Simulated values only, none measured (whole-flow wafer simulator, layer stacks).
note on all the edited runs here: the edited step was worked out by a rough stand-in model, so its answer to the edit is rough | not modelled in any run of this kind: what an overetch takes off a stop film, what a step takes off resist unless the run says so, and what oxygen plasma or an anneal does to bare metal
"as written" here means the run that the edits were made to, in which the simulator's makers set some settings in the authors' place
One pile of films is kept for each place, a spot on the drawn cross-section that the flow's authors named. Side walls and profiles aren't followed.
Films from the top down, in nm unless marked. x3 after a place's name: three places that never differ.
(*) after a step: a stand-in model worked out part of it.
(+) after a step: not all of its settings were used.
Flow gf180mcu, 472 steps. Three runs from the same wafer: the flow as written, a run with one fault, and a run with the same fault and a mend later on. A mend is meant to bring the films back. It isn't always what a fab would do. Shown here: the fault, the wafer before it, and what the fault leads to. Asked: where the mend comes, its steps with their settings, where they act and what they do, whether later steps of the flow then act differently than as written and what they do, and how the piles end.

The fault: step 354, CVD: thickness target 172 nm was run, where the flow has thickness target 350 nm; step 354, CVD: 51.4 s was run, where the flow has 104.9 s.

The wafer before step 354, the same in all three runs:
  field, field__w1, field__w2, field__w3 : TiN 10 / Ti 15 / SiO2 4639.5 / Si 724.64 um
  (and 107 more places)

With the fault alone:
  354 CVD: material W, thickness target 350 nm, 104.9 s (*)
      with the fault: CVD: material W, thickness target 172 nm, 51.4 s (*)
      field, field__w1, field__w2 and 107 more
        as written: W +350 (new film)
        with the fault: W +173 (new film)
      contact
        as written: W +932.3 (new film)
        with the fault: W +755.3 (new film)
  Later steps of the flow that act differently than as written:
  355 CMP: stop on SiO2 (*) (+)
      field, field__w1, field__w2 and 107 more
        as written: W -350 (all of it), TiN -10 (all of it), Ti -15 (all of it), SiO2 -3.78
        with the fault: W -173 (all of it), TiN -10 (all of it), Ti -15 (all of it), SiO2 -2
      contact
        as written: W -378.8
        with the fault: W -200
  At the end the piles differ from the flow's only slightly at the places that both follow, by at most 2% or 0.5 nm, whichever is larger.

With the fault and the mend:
  The mend comes after step 354.
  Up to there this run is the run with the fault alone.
  354a CVD: material W, thickness target 178 nm, 53.35 s (the flow's step 354 once more, with other settings)
      field, field__w1, field__w2 and 108 more
        W +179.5
  No later step of the flow acts differently than as written, at any place that is followed, by more than 2% or 0.5 nm, whichever is larger.
  At the end the piles differ from the flow's only slightly at the places that both follow, by at most 2% or 0.5 nm, whichever is larger.
